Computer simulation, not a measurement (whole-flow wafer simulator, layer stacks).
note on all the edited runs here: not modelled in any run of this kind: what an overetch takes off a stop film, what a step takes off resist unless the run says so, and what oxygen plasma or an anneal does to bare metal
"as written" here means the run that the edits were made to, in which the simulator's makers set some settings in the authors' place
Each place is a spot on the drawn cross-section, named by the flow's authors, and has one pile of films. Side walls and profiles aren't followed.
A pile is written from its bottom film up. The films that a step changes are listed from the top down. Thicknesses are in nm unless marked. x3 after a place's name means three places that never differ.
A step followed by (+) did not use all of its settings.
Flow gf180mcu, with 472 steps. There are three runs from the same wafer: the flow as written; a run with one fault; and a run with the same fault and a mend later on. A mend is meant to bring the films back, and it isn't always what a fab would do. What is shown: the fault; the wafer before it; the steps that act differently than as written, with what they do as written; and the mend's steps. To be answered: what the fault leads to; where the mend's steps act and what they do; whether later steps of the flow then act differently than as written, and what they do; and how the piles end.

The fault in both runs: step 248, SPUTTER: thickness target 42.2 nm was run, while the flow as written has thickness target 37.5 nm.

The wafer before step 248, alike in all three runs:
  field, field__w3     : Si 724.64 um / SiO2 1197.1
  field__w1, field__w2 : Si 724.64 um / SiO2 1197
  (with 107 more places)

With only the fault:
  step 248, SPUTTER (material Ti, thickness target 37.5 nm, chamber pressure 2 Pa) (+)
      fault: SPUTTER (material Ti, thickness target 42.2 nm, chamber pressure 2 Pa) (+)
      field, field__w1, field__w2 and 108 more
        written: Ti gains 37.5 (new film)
        fault: Ti gains 42.2 (new film)
  Steps later in the flow that act otherwise than as written (1 other step is not shown; it differs only slightly, by no more than 2% or 0.5 nm, whichever is larger):
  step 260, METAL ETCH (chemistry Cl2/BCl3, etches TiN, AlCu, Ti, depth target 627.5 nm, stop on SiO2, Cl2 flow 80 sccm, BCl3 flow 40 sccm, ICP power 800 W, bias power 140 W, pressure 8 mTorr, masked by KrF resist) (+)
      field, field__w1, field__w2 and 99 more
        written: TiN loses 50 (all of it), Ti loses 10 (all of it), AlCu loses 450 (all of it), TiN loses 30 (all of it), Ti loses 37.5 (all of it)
        fault: TiN loses 50 (all of it), Ti loses 10 (all of it), AlCu loses 450 (all of it), TiN loses 30 (all of it), Ti loses 42.2 (all of it)
  The piles end different from the flow's at field__w8, contact, m1 and 6 more by more than 2% or 0.5 nm, whichever is larger.
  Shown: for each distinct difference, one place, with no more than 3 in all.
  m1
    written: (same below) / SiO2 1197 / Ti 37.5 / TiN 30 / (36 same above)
    fault: (same below) / SiO2 1197 / Ti 42.2 / TiN 30 / (36 same above)
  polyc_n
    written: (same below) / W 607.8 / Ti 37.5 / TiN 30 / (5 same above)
    fault: (same below) / W 607.8 / Ti 42.2 / TiN 30 / (5 same above)
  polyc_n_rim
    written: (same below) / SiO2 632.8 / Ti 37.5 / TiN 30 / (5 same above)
    fault: (same below) / SiO2 632.8 / Ti 42.2 / TiN 30 / (5 same above)

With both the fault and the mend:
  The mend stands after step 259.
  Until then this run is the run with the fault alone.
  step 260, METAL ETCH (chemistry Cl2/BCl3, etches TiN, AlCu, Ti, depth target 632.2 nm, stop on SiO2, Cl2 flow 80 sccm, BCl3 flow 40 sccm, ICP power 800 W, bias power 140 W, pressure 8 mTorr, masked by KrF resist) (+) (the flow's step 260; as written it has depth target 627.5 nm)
      field, field__w1, field__w2 and 99 more
        TiN loses 50 (all of it), Ti loses 10 (all of it), AlCu loses 450 (all of it), TiN loses 30 (all of it), Ti loses 42.2 (all of it)
      field__w8, contact, m1 and 6 more
        KrF resist loses 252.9
  Later steps of the flow that are run all act as written at every place that is followed, up to a difference of at most 2% or 0.5 nm, whichever is larger.
  The piles end different from the flow's at field__w8, contact, m1 and 6 more by more than 2% or 0.5 nm, whichever is larger.
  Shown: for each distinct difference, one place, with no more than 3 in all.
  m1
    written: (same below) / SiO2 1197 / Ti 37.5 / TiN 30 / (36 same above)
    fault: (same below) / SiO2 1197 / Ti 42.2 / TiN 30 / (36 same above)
    mend: (same below) / SiO2 1197 / Ti 42.2 / TiN 30 / (36 same above)
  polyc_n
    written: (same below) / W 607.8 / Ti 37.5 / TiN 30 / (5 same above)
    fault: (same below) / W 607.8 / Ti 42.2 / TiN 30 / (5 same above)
    mend: (same below) / W 607.8 / Ti 42.2 / TiN 30 / (5 same above)
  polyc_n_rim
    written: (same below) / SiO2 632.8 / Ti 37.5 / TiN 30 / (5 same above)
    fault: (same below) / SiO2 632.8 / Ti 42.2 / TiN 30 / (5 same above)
    mend: (same below) / SiO2 632.8 / Ti 42.2 / TiN 30 / (5 same above)
